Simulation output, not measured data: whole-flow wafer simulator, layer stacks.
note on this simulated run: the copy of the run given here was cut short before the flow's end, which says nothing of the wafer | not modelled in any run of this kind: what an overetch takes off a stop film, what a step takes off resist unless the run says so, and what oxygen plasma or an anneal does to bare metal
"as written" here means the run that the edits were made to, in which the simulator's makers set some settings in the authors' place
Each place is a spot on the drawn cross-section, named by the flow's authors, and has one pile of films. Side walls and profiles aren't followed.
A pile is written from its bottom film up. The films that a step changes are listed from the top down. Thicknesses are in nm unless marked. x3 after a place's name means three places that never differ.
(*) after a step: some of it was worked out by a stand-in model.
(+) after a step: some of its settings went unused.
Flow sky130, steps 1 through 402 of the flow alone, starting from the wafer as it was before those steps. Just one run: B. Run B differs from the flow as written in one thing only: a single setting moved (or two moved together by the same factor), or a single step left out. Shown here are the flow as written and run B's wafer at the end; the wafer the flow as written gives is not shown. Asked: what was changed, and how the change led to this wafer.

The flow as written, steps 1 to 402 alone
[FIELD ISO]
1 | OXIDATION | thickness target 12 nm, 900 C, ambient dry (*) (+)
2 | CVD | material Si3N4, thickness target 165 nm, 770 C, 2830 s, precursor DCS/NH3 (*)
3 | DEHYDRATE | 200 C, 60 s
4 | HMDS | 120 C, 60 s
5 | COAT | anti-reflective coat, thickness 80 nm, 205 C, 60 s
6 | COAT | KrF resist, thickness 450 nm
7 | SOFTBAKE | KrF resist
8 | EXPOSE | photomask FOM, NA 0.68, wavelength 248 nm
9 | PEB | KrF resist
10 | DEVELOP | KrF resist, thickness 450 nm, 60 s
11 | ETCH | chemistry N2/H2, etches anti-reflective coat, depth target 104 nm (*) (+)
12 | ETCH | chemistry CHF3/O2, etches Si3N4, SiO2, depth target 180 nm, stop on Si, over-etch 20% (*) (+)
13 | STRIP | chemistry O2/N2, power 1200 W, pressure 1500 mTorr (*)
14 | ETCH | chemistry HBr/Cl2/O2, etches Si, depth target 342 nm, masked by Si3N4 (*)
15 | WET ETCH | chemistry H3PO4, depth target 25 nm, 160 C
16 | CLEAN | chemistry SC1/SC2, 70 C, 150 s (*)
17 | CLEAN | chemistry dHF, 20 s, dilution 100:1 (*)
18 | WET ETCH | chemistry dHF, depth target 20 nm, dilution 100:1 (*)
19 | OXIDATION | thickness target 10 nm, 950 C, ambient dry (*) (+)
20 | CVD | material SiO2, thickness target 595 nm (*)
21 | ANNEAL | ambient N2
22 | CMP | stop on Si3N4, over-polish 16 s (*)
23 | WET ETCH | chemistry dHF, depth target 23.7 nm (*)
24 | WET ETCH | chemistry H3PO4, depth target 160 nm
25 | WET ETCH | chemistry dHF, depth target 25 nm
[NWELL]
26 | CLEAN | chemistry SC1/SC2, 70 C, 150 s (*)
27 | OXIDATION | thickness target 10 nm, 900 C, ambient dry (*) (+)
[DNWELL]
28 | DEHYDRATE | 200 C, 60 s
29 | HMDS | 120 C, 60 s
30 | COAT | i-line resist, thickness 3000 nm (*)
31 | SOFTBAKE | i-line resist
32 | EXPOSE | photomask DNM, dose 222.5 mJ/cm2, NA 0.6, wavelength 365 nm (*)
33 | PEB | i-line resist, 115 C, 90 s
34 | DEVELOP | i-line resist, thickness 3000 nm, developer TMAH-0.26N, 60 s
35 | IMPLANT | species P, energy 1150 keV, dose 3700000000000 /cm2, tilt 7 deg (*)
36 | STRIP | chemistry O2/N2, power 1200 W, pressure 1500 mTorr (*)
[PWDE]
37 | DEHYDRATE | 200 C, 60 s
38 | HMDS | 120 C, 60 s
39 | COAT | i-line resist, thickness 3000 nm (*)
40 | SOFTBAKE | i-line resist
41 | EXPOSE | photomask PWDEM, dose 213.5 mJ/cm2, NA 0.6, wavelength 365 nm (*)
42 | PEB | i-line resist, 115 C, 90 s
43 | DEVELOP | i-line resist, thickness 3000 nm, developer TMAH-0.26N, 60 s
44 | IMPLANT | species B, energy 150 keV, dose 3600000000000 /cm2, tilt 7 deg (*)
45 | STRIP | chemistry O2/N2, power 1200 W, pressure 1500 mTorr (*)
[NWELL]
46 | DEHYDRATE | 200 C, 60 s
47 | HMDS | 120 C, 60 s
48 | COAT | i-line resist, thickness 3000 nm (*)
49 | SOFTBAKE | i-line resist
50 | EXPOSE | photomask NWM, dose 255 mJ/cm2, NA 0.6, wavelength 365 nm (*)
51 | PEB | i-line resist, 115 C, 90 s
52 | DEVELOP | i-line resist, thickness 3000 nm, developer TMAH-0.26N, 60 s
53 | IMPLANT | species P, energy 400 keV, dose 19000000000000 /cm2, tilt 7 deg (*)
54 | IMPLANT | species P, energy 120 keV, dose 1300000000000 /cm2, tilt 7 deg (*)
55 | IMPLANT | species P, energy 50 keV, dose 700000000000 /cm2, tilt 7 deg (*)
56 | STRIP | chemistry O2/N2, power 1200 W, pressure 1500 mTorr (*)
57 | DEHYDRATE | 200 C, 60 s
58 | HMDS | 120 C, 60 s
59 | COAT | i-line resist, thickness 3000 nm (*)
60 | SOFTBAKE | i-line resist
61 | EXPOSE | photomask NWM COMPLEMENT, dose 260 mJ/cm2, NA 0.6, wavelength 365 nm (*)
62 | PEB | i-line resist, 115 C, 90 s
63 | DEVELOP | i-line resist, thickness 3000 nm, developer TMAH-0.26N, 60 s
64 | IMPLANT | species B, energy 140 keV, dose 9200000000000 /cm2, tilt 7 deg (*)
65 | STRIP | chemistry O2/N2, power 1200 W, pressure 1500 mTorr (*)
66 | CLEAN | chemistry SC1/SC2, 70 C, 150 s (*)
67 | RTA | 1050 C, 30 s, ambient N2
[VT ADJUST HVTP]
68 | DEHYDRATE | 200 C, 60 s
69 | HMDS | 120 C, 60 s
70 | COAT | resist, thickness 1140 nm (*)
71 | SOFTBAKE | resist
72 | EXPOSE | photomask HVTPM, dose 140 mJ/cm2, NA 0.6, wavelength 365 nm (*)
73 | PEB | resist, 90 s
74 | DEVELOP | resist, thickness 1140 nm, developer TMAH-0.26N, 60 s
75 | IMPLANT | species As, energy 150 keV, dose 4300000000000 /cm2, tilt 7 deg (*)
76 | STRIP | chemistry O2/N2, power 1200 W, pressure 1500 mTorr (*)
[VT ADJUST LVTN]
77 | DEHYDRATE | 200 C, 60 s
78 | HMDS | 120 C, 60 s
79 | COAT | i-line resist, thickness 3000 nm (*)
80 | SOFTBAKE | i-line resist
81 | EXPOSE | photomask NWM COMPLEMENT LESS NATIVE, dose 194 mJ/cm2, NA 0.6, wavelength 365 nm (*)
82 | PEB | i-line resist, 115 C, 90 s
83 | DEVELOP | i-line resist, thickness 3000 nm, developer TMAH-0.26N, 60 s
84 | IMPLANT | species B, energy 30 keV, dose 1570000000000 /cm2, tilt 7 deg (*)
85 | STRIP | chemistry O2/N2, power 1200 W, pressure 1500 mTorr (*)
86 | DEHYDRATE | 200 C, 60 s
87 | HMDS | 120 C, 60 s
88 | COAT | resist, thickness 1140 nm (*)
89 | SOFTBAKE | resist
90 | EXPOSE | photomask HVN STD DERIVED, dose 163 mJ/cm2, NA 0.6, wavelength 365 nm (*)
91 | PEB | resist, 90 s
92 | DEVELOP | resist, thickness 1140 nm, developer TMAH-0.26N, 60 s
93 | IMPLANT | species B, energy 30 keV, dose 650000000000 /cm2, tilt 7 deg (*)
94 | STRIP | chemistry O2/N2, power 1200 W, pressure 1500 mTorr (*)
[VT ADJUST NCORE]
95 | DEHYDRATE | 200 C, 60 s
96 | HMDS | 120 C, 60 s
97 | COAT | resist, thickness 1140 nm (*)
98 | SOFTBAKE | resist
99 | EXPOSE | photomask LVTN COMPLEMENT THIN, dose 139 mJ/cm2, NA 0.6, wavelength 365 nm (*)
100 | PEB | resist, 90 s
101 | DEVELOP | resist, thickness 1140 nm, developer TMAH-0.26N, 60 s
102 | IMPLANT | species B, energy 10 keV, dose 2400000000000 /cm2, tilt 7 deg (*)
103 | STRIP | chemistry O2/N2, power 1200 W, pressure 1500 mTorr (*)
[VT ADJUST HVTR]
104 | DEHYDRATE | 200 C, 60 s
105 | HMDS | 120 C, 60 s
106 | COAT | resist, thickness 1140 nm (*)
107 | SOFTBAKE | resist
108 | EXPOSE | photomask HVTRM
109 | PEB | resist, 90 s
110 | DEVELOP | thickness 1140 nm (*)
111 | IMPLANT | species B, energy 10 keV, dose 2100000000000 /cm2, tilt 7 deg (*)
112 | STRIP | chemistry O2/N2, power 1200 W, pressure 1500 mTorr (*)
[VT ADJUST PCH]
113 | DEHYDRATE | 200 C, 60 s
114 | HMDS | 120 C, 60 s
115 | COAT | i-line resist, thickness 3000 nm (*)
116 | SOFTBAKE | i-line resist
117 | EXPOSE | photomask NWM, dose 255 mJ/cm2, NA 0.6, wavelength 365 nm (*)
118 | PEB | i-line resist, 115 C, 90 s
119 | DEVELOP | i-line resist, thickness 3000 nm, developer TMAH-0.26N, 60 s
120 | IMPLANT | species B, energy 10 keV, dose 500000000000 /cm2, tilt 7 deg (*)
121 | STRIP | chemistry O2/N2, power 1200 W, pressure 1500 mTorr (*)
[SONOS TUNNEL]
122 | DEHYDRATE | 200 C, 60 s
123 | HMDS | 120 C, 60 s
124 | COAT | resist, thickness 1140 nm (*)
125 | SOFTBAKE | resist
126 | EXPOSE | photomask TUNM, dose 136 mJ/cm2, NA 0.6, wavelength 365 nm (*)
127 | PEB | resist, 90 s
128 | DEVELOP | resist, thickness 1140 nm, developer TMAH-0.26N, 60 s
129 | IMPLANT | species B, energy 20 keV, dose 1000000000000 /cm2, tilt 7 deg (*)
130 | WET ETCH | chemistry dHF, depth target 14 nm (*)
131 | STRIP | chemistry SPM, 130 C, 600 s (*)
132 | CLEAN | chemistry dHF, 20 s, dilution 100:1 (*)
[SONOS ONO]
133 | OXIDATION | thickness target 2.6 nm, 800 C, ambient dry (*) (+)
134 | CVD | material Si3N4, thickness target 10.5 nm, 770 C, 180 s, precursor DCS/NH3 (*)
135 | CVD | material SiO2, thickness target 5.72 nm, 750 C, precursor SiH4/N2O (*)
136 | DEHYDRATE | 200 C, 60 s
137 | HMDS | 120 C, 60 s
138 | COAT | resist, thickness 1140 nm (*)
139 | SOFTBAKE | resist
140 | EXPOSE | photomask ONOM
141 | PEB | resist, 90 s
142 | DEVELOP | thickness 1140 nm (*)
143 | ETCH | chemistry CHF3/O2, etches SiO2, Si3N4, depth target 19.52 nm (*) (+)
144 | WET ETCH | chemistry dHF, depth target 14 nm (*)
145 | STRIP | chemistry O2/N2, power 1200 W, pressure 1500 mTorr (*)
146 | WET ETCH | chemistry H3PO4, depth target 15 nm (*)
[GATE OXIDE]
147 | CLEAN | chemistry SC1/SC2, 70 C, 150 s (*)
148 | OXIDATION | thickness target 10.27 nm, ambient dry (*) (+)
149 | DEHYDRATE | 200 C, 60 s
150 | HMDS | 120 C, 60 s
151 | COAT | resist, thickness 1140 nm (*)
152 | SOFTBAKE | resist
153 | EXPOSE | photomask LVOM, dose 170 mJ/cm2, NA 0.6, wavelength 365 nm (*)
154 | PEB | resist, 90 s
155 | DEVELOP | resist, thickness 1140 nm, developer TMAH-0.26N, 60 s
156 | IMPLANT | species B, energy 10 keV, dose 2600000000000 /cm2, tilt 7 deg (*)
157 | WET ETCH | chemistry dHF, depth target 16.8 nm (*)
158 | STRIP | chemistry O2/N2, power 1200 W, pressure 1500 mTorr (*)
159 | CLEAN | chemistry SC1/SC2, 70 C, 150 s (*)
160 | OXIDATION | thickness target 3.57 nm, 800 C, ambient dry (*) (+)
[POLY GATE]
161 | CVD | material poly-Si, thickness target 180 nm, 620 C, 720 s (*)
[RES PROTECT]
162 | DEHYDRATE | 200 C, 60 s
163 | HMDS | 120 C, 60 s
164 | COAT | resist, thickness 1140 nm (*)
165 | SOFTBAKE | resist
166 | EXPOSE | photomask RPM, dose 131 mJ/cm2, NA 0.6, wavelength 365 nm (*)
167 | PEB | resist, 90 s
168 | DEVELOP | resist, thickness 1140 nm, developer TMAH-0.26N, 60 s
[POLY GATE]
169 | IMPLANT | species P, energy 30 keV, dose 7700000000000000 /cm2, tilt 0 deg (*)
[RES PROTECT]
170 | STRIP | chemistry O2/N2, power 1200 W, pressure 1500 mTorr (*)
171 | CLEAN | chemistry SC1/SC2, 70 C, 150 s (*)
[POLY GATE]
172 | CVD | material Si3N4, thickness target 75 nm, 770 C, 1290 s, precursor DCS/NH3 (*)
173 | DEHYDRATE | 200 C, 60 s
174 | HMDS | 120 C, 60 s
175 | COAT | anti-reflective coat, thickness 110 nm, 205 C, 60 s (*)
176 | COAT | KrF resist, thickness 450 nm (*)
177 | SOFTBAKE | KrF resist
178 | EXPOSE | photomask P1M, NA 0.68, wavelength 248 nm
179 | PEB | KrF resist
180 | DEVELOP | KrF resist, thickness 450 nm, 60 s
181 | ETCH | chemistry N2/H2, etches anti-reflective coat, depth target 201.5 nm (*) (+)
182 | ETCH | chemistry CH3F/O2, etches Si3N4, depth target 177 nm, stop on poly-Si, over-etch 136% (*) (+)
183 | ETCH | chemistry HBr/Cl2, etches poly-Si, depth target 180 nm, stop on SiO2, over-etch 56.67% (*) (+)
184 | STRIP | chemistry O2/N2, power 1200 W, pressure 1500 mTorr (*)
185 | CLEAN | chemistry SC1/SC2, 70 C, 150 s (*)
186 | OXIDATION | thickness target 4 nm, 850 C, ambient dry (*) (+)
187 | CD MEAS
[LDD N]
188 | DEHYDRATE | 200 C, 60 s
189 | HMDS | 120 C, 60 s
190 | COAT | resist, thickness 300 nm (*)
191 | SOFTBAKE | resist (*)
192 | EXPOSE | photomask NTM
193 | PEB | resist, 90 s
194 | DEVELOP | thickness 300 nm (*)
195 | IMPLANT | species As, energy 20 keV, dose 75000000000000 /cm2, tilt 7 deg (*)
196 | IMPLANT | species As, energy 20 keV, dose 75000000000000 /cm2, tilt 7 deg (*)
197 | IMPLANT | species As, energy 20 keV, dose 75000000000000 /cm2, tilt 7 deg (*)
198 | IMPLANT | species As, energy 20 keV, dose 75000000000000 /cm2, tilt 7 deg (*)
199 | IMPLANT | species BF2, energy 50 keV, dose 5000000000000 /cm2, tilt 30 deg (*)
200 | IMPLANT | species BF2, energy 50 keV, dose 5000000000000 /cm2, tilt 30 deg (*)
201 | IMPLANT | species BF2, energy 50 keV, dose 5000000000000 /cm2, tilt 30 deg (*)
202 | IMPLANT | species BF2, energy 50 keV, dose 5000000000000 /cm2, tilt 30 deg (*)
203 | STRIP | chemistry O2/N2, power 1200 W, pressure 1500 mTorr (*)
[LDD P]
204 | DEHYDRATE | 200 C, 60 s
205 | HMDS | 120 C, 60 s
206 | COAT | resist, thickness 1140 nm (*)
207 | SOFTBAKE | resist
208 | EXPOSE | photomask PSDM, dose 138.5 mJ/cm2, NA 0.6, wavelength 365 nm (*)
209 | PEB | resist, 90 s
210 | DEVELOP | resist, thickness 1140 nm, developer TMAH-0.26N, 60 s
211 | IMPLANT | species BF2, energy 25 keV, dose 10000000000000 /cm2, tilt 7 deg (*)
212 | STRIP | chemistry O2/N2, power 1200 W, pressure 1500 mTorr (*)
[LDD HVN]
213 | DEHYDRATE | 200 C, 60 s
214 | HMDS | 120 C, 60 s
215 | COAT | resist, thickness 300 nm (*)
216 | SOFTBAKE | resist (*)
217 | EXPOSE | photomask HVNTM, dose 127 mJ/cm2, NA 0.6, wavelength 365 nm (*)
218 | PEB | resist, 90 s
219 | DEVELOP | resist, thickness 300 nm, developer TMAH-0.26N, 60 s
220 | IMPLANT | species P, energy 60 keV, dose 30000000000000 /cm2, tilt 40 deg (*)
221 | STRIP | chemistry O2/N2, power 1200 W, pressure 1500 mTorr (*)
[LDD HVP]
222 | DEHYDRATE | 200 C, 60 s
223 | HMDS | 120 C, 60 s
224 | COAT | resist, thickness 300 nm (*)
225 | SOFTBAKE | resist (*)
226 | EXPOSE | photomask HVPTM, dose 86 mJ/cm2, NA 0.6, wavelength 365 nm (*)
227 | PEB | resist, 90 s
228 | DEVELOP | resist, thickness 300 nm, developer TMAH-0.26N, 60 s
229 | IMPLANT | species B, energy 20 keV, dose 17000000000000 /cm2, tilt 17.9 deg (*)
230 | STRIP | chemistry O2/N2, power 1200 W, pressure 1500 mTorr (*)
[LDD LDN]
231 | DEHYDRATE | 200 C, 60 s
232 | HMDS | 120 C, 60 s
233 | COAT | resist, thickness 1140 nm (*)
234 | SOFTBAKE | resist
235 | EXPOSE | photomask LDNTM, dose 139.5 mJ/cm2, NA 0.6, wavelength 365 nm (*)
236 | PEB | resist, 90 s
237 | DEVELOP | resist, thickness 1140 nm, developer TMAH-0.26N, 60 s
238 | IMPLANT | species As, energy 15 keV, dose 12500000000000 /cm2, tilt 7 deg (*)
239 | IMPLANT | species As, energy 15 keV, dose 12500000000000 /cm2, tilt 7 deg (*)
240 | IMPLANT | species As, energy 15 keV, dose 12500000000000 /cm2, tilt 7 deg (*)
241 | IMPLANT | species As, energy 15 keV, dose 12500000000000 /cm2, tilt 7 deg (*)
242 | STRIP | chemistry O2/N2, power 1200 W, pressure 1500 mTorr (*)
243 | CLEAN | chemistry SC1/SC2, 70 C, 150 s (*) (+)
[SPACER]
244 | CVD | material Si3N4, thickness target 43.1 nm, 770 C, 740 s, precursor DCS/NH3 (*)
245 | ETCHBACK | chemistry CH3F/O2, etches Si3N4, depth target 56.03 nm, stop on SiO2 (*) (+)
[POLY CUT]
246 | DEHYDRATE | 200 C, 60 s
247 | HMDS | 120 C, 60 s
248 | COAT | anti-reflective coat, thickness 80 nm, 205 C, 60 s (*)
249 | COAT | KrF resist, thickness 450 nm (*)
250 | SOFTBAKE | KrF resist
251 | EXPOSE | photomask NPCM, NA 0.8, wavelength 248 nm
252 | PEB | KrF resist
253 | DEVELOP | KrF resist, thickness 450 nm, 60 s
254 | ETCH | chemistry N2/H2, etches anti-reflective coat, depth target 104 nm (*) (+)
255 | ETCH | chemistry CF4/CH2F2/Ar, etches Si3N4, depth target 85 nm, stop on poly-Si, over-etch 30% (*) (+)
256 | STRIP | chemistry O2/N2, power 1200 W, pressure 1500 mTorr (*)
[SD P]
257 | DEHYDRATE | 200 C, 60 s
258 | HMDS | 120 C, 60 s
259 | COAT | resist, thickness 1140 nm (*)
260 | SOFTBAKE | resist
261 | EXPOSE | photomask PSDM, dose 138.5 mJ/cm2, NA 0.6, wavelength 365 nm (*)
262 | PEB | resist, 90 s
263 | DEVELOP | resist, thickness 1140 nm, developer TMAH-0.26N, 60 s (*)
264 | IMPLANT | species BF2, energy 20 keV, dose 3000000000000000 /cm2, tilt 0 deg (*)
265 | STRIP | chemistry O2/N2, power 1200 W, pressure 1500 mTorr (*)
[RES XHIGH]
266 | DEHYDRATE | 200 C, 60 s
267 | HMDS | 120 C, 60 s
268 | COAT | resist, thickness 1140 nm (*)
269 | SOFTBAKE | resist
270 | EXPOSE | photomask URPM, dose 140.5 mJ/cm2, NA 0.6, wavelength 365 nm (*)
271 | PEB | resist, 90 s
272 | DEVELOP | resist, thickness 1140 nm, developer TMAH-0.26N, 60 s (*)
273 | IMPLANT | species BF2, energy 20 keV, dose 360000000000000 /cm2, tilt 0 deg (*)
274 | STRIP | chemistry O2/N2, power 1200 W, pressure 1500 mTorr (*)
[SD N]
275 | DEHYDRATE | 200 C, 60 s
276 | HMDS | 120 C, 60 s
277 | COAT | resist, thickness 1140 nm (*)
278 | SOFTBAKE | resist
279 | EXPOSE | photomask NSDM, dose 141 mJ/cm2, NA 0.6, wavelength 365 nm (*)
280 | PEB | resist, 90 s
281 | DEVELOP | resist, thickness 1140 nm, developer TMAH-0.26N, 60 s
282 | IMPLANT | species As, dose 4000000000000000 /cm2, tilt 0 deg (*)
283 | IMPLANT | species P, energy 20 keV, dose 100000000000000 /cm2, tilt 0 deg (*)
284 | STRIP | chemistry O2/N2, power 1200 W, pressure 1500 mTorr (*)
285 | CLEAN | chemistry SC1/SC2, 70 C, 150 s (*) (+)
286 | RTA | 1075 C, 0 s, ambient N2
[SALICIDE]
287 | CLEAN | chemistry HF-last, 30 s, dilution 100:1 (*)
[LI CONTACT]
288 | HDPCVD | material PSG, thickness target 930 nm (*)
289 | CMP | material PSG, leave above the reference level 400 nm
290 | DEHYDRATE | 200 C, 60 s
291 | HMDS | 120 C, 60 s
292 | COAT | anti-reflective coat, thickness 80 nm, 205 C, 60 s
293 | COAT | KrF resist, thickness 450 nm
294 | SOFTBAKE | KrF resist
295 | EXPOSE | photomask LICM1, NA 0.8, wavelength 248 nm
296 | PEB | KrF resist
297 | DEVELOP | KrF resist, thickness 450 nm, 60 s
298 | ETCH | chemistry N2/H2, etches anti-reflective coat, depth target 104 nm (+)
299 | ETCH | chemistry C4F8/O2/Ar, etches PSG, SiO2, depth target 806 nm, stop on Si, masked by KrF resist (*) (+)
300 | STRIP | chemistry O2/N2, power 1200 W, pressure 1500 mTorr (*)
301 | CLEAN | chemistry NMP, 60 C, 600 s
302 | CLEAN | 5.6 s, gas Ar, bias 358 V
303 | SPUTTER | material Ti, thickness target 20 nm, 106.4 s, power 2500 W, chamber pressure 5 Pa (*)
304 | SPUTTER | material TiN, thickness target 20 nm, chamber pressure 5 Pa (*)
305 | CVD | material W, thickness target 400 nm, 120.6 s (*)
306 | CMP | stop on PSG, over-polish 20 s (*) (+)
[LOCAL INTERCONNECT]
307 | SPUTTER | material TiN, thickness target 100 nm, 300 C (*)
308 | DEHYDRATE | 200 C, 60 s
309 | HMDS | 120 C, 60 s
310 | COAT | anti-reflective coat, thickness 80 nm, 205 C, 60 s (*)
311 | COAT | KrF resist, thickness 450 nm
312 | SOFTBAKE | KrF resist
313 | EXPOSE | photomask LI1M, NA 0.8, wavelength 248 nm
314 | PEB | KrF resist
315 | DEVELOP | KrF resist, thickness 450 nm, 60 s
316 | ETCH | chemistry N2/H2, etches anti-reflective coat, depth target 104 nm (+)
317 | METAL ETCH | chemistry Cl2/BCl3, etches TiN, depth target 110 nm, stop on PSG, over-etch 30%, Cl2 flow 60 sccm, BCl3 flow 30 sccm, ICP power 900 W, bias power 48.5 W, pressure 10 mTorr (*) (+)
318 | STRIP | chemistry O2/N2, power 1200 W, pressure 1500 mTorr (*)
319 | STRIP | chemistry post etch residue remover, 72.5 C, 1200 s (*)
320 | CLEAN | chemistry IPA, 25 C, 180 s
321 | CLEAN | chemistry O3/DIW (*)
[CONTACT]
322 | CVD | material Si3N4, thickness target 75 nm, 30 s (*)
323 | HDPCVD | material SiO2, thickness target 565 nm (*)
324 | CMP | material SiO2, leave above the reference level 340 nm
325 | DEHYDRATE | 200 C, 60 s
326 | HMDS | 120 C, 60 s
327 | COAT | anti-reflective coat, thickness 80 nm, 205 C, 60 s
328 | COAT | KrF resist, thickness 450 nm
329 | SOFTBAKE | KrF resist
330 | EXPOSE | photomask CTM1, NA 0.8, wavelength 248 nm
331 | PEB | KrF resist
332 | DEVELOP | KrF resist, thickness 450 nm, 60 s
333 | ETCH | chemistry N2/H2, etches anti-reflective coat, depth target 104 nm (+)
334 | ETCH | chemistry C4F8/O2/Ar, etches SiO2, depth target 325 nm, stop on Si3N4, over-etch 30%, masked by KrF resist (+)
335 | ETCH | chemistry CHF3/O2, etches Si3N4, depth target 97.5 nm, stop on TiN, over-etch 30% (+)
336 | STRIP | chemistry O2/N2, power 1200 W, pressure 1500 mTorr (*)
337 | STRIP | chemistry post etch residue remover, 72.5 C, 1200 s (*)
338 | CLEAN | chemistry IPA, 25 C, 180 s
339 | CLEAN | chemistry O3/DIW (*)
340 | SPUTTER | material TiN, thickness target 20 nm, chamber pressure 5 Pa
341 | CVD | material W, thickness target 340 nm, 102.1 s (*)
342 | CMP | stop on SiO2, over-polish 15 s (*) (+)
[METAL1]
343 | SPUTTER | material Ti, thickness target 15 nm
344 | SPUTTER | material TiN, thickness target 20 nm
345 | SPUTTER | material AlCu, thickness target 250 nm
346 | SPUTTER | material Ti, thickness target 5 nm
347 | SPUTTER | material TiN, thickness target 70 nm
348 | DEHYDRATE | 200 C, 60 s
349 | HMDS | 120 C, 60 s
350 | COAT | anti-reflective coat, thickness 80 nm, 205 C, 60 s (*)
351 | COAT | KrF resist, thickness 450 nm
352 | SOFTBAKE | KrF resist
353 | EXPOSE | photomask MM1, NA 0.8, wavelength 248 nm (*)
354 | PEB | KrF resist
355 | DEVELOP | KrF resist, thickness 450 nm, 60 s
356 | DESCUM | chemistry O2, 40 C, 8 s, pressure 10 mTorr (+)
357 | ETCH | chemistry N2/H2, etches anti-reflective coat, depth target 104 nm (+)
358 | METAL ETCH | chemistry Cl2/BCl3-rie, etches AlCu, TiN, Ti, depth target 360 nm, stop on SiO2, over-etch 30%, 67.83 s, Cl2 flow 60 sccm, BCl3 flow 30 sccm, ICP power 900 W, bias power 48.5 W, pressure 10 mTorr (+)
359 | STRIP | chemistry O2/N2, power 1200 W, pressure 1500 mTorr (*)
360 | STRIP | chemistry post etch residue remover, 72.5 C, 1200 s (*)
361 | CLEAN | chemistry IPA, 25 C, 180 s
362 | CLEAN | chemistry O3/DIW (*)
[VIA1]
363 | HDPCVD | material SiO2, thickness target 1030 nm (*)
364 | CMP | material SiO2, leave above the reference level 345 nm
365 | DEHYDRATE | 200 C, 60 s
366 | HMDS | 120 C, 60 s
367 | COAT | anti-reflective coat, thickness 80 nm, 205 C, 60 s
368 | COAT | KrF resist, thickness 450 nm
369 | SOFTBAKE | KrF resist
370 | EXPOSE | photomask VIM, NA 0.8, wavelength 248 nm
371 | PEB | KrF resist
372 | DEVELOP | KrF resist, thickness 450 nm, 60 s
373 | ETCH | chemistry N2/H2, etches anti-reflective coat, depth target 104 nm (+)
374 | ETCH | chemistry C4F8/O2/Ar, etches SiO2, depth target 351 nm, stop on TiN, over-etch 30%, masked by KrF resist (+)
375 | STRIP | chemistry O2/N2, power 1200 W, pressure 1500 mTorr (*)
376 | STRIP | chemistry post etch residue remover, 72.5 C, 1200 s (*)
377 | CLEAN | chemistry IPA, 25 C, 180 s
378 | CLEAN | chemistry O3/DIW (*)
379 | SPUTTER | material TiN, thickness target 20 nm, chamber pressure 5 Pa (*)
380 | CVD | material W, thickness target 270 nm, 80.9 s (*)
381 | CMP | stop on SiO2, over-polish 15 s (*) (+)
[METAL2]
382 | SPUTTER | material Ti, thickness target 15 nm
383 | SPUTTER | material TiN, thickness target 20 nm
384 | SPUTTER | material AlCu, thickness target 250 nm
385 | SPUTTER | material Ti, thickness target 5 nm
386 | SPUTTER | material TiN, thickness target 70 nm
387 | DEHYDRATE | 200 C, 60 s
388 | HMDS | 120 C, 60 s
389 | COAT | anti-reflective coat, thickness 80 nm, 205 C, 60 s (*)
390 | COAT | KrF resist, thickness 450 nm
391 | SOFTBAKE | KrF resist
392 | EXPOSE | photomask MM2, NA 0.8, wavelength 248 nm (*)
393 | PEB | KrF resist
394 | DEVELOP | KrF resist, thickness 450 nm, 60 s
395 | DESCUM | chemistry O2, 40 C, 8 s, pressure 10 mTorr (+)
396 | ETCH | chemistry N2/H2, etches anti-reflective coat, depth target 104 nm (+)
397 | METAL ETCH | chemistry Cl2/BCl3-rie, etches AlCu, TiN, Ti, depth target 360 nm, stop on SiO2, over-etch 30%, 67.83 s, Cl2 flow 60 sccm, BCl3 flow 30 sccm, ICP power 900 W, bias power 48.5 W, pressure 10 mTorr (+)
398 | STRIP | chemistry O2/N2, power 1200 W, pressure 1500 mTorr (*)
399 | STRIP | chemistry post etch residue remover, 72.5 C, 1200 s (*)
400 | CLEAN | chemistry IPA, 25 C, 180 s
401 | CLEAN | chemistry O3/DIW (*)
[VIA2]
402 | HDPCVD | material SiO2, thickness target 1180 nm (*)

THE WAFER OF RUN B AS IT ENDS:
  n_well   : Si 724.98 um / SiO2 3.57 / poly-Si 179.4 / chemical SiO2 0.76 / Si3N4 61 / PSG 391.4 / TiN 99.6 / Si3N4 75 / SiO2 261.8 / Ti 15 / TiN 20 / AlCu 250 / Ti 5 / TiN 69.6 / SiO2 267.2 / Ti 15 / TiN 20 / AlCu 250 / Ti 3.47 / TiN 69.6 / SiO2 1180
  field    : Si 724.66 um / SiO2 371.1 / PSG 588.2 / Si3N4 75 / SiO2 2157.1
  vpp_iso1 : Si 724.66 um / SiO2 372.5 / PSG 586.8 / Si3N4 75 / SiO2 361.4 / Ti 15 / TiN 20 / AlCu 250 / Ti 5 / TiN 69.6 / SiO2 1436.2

Cause: step 385, SPUTTER: thickness target 3.47 nm was run, whereas the flow has thickness target 5 nm.
The wafer itself shows it: n_well has Ti 3.47, and step 385 as written asks for 5 nm.

Step by step, how the change led to this:
  385 | SPUTTER | material Ti, thickness target 5 nm
      field, active, n_well and 188 more: +3.47 Ti (new film) (in the flow as written it would be: +5 Ti (new film))
  397 | METAL ETCH | chemistry Cl2/BCl3-rie, etches AlCu, TiN, Ti, depth target 360 nm, stop on SiO2, over-etch 30%, 67.83 s, Cl2 flow 60 sccm, BCl3 flow 30 sccm, ICP power 900 W, bias power 48.5 W, pressure 10 mTorr (+)
      field, active, gate and 82 more: -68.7 TiN (all of it), -3.47 Ti (all of it), -250 AlCu (all of it), -20 TiN (all of it), -15 Ti (all of it), -11.1 SiO2 (in the flow as written it would be: -68.7 TiN (all of it), -5 Ti (all of it), -250 AlCu (all of it), -20 TiN (all of it), -15 Ti (all of it), -10.9 SiO2)
